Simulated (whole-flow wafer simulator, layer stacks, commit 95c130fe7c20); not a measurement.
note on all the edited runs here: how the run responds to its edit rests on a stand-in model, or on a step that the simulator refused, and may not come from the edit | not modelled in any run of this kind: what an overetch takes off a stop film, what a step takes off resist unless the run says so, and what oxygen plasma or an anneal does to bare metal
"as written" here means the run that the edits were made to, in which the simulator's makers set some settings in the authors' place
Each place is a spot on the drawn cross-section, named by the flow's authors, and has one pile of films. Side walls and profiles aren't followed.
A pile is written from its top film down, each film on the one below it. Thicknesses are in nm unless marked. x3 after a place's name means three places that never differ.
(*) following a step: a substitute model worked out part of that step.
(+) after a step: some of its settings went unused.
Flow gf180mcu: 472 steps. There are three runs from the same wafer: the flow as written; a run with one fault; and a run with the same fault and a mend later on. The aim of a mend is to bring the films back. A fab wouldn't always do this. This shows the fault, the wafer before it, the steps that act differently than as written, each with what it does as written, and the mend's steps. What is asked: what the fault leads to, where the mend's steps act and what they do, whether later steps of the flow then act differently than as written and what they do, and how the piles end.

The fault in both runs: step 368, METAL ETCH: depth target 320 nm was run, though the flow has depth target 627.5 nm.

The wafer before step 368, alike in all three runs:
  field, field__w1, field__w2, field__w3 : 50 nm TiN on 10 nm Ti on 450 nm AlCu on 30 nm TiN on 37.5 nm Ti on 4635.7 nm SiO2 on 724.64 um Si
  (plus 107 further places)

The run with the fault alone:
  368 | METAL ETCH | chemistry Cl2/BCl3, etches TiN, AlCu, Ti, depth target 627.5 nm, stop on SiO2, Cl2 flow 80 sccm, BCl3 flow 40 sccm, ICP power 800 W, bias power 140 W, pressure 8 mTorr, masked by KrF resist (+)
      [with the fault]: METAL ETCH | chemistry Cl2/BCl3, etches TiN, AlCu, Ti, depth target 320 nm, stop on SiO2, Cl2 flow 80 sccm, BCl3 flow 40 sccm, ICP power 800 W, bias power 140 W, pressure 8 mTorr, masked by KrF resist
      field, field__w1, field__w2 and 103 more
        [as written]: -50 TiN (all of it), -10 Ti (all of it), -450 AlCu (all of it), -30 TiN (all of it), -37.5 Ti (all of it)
        [with the fault]: -50 TiN (all of it), -10 Ti (all of it), -260 AlCu
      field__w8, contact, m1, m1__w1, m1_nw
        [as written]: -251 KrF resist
        [with the fault]: -128 KrF resist
  Steps later in the flow that act otherwise than as written:
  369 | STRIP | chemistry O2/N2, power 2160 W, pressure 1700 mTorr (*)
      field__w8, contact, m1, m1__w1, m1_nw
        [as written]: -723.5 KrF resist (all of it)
        [with the fault]: -846.5 KrF resist (all of it)
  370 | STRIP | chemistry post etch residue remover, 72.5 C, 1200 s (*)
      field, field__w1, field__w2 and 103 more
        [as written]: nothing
        [with the fault]: -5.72 AlCu
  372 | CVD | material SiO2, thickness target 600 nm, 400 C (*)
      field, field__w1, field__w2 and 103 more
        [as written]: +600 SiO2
        [with the fault]: +600 SiO2 (new film)
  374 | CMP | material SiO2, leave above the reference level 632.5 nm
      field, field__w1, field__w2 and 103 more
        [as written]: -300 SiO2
        [with the fault]: -551.8 SiO2
  The piles end different from the flow's at field, field__w1, field__w2 and 104 more by more than 2% or 0.5 nm, whichever is larger.
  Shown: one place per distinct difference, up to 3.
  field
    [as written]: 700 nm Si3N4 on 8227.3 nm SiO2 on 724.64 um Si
    [with the fault]: 700 nm Si3N4 on 3339.8 nm SiO2 on 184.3 nm AlCu on 30 nm TiN on 37.5 nm Ti on 4635.7 nm SiO2 on 724.64 um Si
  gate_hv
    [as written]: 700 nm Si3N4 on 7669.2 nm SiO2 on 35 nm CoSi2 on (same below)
    [with the fault]: 700 nm Si3N4 on 3339.8 nm SiO2 on 184.3 nm AlCu on 30 nm TiN on 37.5 nm Ti on 4077.6 nm SiO2 on 35 nm CoSi2 on (same below)
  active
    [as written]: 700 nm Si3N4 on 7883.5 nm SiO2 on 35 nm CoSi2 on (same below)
    [with the fault]: 700 nm Si3N4 on 3339.8 nm SiO2 on 184.3 nm AlCu on 30 nm TiN on 37.5 nm Ti on 4291.9 nm SiO2 on 35 nm CoSi2 on (same below)

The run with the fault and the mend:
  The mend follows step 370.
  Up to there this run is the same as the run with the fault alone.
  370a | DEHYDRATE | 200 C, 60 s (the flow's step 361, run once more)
      alters no film at any place that is followed
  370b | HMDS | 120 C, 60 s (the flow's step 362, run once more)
      alters no film at any place that is followed
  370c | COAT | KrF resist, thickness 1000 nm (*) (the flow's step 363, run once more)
      iso_ptap_pw, iso_ntap_nw, iso_nw_fld and 33 more
        +1000 KrF resist (new film)
      field__w6, field_sub__w2, field_sub__w4 and 11 more
        +1002 KrF resist (new film)
      field__w5, field__w9, field__w10 and 9 more
        +1002.1 KrF resist (new film)
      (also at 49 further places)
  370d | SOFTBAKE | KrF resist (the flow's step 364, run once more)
      alters no film at any place that is followed
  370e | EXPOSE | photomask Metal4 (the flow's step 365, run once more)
      alters no film at any place that is followed
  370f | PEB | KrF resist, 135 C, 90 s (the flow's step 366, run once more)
      field__w1, field__w2, field__w3 and 58 more
        -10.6 KrF resist
      iso_ptap_pw, iso_ntap_nw, iso_nw_fld and 33 more
        -10.5 KrF resist
      sd_p, gate_p, nw_sep_fld, polyc_n
        -10.7 KrF resist
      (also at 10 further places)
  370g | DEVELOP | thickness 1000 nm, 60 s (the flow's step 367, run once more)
      iso_ptap_pw, iso_ntap_nw, iso_nw_fld and 33 more
        -989.5 KrF resist (all of it)
      field__w5, field__w9, field_sub and 15 more
        -991.6 KrF resist (all of it)
      field__w6, field__w10, field_sub__w2 and 14 more
        -991.5 KrF resist (all of it)
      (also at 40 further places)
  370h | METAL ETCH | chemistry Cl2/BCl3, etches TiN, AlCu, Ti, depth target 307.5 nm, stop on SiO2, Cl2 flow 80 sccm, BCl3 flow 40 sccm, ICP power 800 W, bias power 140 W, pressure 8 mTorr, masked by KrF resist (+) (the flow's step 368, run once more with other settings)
      field, field__w1, field__w2 and 103 more
        -184.3 AlCu (all of it), -30 TiN (all of it), -37.5 Ti (all of it)
      field__w8, contact, m1, m1__w1, m1_nw
        -123 KrF resist
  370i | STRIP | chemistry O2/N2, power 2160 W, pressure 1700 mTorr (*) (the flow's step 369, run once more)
      field__w8, m1
        -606 KrF resist (all of it)
      contact
        -604.2 KrF resist (all of it)
      m1__w1
        -614.2 KrF resist (all of it)
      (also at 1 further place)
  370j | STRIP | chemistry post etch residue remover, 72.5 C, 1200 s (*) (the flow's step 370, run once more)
      field__w8, contact, m1, m1__w1, m1_nw
        -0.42 TiN
  None of the later steps of the flow differs from how it acts as written, at any place that is followed, by more than 2% or 0.5 nm, whichever is larger.
  The piles end only slightly different from the flow's at the places that both follow, by no more than 2% or 0.5 nm, whichever is larger.
